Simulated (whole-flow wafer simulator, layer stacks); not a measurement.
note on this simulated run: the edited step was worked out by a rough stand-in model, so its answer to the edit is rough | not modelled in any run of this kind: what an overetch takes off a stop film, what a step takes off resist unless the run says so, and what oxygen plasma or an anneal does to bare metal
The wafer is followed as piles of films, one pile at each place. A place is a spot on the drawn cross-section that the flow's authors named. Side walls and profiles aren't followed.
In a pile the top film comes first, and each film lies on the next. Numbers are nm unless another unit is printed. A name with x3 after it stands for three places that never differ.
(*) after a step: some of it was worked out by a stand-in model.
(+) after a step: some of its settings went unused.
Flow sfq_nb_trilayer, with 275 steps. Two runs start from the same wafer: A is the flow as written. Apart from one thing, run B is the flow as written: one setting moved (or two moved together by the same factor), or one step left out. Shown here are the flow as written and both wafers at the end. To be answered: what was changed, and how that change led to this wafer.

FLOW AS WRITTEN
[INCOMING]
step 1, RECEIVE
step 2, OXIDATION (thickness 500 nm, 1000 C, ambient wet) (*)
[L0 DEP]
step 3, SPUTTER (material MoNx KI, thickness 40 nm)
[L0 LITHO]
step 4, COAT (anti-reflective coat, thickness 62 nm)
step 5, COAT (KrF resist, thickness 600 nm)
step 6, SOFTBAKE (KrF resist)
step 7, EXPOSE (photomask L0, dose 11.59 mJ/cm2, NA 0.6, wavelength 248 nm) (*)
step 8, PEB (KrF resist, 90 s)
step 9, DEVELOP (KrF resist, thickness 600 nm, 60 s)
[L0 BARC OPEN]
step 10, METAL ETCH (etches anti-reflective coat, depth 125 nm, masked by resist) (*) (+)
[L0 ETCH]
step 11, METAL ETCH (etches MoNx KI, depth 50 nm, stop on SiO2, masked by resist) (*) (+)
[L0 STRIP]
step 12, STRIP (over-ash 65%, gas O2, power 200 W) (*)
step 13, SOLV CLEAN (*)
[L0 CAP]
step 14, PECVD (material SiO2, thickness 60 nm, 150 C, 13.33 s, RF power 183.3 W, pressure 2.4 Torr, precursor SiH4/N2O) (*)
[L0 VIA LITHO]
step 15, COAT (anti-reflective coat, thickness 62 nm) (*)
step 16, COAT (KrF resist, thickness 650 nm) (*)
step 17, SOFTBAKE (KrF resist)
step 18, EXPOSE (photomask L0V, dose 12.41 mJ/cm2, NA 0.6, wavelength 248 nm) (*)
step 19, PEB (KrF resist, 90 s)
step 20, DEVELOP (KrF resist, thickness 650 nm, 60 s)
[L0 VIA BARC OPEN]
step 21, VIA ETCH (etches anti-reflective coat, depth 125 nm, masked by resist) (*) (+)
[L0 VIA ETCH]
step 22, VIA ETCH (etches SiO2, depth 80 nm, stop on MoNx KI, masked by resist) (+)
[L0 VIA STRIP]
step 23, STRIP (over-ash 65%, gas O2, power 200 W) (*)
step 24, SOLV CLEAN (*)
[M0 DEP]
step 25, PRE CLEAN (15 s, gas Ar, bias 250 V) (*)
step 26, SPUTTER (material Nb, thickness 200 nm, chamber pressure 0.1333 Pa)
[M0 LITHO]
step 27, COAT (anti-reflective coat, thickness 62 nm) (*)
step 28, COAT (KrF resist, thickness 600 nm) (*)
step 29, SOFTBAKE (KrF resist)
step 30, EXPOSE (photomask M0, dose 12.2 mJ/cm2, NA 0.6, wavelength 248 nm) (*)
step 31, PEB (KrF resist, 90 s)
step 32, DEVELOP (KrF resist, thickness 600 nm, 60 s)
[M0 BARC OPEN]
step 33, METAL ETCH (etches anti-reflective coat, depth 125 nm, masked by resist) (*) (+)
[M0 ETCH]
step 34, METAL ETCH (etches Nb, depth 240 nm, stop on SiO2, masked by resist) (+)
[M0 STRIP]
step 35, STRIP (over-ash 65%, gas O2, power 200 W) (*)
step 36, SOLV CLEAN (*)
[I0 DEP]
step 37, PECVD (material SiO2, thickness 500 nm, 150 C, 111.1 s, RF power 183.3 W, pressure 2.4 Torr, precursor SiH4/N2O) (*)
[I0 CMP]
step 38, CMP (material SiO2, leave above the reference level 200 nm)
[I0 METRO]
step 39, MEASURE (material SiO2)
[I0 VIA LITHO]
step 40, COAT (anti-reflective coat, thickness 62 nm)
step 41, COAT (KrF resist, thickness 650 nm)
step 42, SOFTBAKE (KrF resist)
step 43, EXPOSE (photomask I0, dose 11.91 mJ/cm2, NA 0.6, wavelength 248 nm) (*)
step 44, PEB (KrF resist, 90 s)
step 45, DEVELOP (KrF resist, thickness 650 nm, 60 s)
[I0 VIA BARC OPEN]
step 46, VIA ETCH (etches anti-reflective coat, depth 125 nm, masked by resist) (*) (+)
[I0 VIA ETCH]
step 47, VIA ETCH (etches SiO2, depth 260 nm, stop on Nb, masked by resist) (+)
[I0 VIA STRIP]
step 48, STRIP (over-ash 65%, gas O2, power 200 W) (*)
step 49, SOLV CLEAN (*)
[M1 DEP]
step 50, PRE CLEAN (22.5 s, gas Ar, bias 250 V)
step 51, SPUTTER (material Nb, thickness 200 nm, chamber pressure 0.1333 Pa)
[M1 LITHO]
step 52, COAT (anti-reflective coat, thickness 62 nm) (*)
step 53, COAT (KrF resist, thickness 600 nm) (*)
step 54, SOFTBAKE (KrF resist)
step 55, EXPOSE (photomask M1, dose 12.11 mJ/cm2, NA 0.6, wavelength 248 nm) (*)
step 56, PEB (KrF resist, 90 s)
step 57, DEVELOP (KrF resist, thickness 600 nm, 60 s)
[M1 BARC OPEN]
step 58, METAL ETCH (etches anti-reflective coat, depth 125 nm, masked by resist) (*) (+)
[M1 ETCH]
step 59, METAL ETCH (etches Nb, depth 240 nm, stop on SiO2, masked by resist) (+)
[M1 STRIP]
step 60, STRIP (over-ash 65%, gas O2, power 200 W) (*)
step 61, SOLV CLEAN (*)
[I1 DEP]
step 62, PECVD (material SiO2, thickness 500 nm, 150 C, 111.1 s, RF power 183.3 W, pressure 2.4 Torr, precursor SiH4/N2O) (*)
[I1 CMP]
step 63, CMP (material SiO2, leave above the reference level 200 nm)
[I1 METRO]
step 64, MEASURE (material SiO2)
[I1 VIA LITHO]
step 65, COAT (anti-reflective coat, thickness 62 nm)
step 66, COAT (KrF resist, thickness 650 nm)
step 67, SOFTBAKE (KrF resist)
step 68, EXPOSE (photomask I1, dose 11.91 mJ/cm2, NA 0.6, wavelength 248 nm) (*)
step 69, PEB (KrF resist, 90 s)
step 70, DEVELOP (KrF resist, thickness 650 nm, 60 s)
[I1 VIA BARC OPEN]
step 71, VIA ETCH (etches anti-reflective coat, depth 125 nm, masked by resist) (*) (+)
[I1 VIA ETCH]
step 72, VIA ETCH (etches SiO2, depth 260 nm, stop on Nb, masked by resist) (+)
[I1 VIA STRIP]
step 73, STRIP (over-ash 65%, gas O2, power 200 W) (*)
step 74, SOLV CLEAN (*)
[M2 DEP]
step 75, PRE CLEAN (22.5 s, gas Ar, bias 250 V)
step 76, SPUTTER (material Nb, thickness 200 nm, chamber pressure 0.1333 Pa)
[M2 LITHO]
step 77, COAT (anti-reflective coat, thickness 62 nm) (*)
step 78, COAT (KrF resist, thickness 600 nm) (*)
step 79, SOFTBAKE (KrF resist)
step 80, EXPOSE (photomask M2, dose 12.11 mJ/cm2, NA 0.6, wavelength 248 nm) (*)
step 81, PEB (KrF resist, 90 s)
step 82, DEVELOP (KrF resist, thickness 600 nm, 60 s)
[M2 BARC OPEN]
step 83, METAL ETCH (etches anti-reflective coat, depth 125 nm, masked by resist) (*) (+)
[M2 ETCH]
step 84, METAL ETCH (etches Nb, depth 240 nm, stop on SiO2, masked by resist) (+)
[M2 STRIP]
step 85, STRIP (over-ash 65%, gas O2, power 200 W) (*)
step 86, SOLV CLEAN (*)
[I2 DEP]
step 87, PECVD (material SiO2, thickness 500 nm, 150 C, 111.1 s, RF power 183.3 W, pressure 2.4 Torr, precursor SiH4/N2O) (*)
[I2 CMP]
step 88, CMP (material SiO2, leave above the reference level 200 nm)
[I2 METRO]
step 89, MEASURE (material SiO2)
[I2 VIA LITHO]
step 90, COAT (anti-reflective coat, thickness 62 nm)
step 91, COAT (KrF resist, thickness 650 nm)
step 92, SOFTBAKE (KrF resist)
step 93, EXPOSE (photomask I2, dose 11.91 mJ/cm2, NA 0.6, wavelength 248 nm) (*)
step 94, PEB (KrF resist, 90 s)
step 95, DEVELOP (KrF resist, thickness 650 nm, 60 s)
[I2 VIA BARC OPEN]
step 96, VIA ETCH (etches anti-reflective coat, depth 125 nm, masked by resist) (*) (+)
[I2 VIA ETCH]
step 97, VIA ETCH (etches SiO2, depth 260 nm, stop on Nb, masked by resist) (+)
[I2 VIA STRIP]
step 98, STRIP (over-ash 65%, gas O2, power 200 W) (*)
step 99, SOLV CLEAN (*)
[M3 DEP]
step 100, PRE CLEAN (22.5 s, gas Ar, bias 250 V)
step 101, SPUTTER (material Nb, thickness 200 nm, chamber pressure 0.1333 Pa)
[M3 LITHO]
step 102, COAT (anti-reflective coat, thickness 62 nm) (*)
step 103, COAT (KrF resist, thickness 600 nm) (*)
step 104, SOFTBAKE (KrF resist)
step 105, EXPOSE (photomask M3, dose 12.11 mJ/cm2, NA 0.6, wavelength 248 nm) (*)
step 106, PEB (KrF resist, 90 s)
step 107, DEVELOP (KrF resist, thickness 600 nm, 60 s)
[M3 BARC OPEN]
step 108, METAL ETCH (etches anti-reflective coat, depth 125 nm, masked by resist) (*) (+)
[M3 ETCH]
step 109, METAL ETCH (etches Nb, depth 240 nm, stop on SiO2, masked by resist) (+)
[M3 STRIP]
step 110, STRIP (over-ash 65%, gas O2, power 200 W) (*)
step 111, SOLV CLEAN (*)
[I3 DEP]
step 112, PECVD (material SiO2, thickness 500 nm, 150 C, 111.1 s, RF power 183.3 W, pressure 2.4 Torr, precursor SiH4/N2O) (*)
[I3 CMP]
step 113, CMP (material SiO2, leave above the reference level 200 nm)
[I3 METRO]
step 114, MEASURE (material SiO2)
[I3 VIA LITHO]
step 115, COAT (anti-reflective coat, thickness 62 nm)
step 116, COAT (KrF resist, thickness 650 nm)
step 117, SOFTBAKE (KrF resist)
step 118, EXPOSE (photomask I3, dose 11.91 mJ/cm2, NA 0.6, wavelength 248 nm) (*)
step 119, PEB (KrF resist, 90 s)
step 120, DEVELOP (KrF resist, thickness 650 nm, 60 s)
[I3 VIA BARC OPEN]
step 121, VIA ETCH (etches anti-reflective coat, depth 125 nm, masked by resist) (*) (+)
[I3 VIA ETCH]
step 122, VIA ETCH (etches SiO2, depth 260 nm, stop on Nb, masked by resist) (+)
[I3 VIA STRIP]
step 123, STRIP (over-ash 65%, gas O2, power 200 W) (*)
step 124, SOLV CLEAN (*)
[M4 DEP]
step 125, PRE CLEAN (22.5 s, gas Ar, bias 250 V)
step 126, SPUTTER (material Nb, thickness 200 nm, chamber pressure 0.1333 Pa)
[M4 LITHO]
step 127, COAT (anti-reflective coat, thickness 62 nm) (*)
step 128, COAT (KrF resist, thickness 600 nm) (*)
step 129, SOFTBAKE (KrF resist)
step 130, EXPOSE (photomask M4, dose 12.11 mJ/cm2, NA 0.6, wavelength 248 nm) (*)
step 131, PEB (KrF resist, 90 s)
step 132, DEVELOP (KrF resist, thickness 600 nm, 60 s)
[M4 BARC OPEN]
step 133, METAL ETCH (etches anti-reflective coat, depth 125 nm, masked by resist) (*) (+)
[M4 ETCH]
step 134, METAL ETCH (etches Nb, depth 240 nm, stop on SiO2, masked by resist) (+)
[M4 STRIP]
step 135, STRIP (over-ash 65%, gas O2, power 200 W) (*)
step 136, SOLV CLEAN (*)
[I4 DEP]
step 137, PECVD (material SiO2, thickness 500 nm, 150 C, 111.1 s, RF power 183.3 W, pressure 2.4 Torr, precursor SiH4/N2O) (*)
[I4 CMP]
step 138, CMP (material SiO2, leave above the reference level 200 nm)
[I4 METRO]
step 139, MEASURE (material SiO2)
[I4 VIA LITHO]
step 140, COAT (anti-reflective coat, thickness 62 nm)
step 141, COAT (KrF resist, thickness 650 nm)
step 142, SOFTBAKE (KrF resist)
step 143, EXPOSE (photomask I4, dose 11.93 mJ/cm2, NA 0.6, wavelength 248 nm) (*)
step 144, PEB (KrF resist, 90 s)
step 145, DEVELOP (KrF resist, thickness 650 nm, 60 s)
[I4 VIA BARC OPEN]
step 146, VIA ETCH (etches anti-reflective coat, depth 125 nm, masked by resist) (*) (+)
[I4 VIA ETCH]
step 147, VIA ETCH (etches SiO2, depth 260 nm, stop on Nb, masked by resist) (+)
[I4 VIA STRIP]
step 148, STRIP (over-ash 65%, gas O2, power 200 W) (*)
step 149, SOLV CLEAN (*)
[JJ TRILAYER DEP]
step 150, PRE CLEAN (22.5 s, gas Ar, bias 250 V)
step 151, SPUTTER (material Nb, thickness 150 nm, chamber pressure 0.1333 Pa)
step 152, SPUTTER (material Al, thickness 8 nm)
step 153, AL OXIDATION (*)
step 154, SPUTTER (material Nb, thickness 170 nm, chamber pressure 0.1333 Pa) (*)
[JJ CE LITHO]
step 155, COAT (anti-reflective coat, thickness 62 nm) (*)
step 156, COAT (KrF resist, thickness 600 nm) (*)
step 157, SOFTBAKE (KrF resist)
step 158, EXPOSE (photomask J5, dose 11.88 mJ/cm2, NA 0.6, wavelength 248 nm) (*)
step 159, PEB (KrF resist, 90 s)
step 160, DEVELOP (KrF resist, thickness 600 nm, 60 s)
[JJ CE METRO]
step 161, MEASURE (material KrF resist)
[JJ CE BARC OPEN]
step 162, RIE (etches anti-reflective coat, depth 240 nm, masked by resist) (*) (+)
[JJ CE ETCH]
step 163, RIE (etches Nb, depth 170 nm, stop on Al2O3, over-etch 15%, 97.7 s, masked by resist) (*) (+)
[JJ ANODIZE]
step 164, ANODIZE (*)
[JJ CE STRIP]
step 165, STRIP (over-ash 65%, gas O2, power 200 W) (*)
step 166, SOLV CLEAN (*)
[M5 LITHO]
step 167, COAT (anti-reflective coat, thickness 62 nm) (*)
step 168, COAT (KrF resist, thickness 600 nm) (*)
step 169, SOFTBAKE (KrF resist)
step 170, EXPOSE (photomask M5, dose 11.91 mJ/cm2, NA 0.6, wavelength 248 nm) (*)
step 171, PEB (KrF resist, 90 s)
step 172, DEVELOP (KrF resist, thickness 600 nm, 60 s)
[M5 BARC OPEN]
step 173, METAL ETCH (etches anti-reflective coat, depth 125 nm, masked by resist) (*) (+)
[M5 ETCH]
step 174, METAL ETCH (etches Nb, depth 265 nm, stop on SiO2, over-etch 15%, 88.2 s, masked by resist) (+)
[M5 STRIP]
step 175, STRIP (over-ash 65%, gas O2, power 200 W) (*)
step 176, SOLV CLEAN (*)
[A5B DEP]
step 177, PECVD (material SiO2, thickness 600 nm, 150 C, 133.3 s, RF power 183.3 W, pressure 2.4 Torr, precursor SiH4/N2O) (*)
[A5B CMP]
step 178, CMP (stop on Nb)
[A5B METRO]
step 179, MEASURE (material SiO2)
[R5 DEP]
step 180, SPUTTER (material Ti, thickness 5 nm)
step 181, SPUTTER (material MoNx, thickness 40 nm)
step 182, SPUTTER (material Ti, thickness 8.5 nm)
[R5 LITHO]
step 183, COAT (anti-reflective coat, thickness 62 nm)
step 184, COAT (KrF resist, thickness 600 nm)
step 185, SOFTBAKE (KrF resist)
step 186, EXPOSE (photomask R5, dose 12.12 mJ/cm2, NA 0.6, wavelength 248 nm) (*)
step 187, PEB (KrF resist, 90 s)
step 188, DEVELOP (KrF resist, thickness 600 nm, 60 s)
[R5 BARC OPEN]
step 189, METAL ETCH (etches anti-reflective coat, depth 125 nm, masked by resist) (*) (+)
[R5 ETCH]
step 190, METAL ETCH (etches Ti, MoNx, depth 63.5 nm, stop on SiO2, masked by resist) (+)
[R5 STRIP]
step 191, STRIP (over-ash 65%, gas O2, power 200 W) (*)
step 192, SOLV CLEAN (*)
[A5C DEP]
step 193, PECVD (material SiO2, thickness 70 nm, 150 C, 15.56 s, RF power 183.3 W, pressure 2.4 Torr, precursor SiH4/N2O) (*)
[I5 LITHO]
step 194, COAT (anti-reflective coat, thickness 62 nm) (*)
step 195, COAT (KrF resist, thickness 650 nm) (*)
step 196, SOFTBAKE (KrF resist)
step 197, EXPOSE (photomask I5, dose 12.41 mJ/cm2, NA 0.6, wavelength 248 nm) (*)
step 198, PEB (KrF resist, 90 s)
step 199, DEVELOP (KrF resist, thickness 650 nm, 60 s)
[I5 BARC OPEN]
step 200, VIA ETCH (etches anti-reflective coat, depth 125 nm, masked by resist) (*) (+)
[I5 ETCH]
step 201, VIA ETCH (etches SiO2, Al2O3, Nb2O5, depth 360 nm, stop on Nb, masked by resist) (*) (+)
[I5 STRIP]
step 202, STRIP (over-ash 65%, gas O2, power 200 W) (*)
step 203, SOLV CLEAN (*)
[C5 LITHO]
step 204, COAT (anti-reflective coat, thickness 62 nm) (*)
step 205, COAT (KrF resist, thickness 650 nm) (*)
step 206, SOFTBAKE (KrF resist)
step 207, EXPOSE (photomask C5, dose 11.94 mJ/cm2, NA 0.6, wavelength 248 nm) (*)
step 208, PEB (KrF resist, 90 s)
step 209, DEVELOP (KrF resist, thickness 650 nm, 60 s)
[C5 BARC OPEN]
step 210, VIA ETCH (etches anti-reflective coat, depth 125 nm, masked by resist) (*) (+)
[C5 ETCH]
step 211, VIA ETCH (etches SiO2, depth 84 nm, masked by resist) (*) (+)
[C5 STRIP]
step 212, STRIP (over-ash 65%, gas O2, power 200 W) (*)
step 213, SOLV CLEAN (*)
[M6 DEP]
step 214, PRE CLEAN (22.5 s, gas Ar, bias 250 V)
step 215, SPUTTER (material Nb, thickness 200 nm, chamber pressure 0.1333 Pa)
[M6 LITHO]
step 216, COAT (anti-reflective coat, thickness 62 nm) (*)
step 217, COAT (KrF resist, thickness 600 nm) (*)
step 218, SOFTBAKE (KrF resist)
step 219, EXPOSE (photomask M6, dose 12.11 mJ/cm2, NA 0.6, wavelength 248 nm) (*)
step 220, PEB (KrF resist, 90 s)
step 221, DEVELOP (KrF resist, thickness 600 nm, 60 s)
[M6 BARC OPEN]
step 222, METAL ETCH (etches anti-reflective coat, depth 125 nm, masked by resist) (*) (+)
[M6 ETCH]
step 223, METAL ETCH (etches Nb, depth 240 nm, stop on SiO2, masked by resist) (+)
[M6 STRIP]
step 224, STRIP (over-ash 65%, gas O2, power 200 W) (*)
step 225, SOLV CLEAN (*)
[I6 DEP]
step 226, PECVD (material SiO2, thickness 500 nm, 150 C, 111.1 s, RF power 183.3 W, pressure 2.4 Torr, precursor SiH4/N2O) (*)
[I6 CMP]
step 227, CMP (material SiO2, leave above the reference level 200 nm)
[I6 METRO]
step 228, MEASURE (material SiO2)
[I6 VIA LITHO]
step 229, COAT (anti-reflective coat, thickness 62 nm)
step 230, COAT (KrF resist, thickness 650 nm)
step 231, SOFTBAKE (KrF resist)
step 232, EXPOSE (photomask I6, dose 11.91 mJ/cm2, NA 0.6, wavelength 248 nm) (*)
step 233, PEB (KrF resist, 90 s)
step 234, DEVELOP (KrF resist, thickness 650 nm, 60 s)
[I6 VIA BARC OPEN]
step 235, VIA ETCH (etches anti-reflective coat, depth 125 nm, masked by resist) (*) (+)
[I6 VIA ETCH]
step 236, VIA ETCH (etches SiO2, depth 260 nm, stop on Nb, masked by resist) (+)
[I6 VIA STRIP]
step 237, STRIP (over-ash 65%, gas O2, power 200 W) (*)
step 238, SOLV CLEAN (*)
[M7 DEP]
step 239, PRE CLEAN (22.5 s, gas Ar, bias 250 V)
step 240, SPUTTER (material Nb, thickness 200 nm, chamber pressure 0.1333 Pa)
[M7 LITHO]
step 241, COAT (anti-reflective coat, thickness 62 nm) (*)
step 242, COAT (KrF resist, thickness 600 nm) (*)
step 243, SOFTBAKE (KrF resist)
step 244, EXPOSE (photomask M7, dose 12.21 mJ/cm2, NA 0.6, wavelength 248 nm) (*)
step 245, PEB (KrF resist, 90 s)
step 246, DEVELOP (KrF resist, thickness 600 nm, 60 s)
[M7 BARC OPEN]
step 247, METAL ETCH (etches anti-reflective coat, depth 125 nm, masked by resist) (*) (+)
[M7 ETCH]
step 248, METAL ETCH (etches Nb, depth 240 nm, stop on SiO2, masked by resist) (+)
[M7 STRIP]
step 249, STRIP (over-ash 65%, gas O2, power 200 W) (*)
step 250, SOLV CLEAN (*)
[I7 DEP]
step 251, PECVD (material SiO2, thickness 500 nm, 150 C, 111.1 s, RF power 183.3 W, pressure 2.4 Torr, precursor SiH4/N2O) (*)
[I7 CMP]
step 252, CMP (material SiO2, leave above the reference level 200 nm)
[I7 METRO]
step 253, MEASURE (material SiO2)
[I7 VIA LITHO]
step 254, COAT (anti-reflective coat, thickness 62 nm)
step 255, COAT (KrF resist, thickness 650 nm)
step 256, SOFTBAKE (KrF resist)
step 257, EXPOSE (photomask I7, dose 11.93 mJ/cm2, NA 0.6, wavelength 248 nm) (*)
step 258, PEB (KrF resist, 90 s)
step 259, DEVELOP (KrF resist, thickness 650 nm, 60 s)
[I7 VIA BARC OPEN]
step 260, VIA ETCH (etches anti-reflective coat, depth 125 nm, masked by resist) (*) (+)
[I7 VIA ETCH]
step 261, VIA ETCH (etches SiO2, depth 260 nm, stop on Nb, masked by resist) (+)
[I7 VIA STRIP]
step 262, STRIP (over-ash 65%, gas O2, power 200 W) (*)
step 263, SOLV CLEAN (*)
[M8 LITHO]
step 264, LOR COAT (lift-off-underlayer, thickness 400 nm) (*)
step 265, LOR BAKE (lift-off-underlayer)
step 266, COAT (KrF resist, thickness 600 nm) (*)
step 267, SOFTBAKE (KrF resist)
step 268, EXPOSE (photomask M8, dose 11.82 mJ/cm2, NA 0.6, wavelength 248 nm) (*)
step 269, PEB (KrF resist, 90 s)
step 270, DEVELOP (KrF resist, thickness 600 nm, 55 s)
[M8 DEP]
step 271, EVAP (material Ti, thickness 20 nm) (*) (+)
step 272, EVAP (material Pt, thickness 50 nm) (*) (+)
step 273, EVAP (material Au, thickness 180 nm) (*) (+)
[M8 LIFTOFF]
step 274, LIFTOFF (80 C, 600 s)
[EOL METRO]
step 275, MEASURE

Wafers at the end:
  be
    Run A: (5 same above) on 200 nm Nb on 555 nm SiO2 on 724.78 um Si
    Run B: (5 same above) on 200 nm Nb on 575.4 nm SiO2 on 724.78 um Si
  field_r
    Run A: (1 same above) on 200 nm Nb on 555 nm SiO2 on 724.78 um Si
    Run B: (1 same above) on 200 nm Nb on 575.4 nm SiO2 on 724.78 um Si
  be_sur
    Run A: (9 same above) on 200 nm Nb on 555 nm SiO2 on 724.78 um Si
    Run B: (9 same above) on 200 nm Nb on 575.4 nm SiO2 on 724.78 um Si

Cause: step 14, PECVD: thickness 80.4 nm was run, while the flow as written has thickness 60 nm; step 14, PECVD: 17.87 s was run, where the flow has 13.33 s.

The path from the change to this, step by step:
  step 14, PECVD (material SiO2, thickness 60 nm, 150 C, 13.33 s, RF power 183.3 W, pressure 2.4 Torr, precursor SiH4/N2O) (*)
      v_sur, via_wl, via_w and 97 more: A SiO2 gains 60 | B SiO2 gains 80.4
      field_l, l0_sur, l0v, l0r_line_l, l0r_line_c, l0r_line_r: A SiO2 gains 60 (new film) | B SiO2 gains 80.4 (new film)
  step 22, VIA ETCH (etches SiO2, depth 80 nm, stop on MoNx KI, masked by resist) (+)
      l0v: A SiO2 loses 59.8 (all of it) | B SiO2 loses 80.2 (all of it)
  step 27, COAT (anti-reflective coat, thickness 62 nm) (*)
      l0_sur: A anti-reflective coat gains 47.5 (new film) | B anti-reflective coat gains 46 (new film)
      l0v: A anti-reflective coat gains 78 (new film) | B anti-reflective coat gains 83.1 (new film)
  step 28, COAT (KrF resist, thickness 600 nm) (*)
      l0v: A KrF resist gains 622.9 (new film) | B KrF resist gains 636.6 (new film)
  step 35, STRIP (over-ash 65%, gas O2, power 200 W) (*)
      l0_sur: A KrF resist loses 372 (all of it), anti-reflective coat loses 47.5 (all of it) | B KrF resist loses 369.7 (all of it), anti-reflective coat loses 46 (all of it)
      l0v: A KrF resist loses 405.3 (all of it), anti-reflective coat loses 78 (all of it) | B KrF resist loses 418.9 (all of it), anti-reflective coat loses 83.1 (all of it)
  step 38, CMP (material SiO2, leave above the reference level 200 nm)
      l0v: A SiO2 loses 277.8 | B SiO2 loses 253.8
